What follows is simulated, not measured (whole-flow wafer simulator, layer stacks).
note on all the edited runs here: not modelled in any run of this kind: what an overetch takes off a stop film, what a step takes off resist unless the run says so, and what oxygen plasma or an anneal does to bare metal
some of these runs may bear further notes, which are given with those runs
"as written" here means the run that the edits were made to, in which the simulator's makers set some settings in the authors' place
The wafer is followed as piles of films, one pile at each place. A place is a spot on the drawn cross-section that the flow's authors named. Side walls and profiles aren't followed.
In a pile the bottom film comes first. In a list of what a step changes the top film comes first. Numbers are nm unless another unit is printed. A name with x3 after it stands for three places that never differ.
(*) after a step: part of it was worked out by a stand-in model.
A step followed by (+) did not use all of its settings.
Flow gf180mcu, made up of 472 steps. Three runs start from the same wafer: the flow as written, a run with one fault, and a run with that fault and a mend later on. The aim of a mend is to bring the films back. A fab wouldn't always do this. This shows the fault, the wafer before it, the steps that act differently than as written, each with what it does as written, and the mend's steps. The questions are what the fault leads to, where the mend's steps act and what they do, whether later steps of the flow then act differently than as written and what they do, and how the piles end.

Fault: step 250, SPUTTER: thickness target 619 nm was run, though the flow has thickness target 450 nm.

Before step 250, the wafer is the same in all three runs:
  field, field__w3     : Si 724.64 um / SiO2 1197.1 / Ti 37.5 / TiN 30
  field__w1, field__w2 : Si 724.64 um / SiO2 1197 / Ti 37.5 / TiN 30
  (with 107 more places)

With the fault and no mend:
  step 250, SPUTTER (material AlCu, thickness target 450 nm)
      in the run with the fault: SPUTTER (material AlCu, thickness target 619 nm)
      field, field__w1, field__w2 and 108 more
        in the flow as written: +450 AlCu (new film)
        in the run with the fault: +619 AlCu (new film)
  Steps further on in the flow that do not act as written:
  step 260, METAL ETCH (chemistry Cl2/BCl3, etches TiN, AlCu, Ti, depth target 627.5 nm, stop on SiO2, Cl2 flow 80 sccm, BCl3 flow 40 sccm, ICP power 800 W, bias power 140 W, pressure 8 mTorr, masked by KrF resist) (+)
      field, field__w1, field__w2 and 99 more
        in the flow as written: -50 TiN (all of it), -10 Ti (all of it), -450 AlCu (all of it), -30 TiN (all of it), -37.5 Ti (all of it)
        in the run with the fault: -50 TiN (all of it), -10 Ti (all of it), -567.5 AlCu
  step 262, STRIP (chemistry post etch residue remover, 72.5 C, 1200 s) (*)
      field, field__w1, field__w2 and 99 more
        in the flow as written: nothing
        in the run with the fault: -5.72 AlCu
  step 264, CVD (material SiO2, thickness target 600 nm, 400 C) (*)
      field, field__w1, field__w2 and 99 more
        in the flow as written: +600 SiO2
        in the run with the fault: +600 SiO2 (new film)
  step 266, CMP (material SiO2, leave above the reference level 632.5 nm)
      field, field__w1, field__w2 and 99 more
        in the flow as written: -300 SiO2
        in the run with the fault: -244.3 SiO2
  By the end, the piles at field, field__w1, field__w2 and 109 more depart from the flow's by more than 2% or 0.5 nm, whichever is larger.
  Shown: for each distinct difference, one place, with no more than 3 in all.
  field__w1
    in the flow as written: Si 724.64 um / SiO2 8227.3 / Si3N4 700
    in the run with the fault: Si 724.64 um / SiO2 1197 / Ti 37.5 / TiN 30 / AlCu 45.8 / SiO2 7086 / Si3N4 700
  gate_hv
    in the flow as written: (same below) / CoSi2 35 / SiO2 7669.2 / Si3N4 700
    in the run with the fault: (same below) / CoSi2 35 / SiO2 638.9 / Ti 37.5 / TiN 30 / AlCu 45.8 / SiO2 7086 / Si3N4 700
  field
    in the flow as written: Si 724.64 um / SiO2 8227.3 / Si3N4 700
    in the run with the fault: Si 724.64 um / SiO2 1197.1 / Ti 37.5 / TiN 30 / AlCu 45.8 / SiO2 7086 / Si3N4 700

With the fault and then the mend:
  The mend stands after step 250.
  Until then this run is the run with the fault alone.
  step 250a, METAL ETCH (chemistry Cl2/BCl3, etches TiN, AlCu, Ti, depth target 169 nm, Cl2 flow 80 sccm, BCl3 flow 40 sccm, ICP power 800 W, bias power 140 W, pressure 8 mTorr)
      field, field__w1, field__w2 and 108 more
        -169 AlCu
  Every later step of the flow that is run acts as written at every place that is followed.
  At every place that both follow, the piles at the end match the flow's.
